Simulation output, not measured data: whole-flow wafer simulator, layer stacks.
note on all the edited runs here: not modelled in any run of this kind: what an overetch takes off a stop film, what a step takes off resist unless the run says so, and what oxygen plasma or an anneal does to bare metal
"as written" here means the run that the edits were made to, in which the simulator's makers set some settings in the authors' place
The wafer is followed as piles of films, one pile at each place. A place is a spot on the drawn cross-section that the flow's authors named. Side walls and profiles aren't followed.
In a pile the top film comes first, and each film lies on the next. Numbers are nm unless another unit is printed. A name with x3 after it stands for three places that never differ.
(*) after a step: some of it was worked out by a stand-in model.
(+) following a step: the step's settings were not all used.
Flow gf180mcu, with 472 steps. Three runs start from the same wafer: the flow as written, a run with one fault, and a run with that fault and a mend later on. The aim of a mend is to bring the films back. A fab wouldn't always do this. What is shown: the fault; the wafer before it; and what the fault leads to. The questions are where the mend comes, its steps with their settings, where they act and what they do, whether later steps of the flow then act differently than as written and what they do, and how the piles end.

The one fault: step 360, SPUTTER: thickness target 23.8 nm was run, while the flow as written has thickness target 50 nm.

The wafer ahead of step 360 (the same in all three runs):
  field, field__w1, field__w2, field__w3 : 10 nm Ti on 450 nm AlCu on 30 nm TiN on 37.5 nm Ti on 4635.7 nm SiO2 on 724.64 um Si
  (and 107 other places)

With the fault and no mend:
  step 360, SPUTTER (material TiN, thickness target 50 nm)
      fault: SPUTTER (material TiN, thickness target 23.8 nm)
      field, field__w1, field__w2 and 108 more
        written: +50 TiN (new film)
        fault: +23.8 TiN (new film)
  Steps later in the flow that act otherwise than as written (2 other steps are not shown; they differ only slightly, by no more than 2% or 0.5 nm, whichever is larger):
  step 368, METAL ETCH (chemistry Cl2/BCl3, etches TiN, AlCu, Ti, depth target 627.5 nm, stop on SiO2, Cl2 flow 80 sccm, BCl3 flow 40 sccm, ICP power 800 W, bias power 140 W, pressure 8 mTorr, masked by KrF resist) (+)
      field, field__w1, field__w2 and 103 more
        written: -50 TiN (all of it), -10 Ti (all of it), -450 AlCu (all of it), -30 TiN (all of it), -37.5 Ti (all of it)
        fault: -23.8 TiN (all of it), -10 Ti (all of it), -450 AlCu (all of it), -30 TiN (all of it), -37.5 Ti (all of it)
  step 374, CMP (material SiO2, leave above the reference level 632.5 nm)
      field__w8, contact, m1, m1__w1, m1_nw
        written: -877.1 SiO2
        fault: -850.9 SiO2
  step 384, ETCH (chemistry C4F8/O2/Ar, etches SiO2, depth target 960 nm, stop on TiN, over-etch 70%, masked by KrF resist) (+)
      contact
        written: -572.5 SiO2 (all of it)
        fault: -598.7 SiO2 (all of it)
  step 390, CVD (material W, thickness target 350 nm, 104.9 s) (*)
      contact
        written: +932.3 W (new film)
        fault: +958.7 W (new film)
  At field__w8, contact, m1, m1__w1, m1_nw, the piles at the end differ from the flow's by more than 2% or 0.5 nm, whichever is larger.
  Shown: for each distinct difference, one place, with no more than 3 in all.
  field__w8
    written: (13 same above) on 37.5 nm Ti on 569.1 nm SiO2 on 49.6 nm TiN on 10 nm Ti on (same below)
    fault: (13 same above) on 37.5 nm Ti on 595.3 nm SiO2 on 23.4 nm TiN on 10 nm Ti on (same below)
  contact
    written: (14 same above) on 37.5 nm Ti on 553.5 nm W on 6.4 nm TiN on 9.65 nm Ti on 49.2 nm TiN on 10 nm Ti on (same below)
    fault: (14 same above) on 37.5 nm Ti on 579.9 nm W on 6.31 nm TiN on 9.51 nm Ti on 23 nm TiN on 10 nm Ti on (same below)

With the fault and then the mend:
  The mend stands after step 360.
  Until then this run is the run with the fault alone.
  step 360a, SPUTTER (material TiN, thickness target 26.2 nm) (the flow's step 360 again, with other settings)
      field, field__w1, field__w2 and 108 more
        +26.2 TiN
  Every later step of the flow that is run acts as written at every place that is followed.
  At every place that both follow, the piles at the end match the flow's.
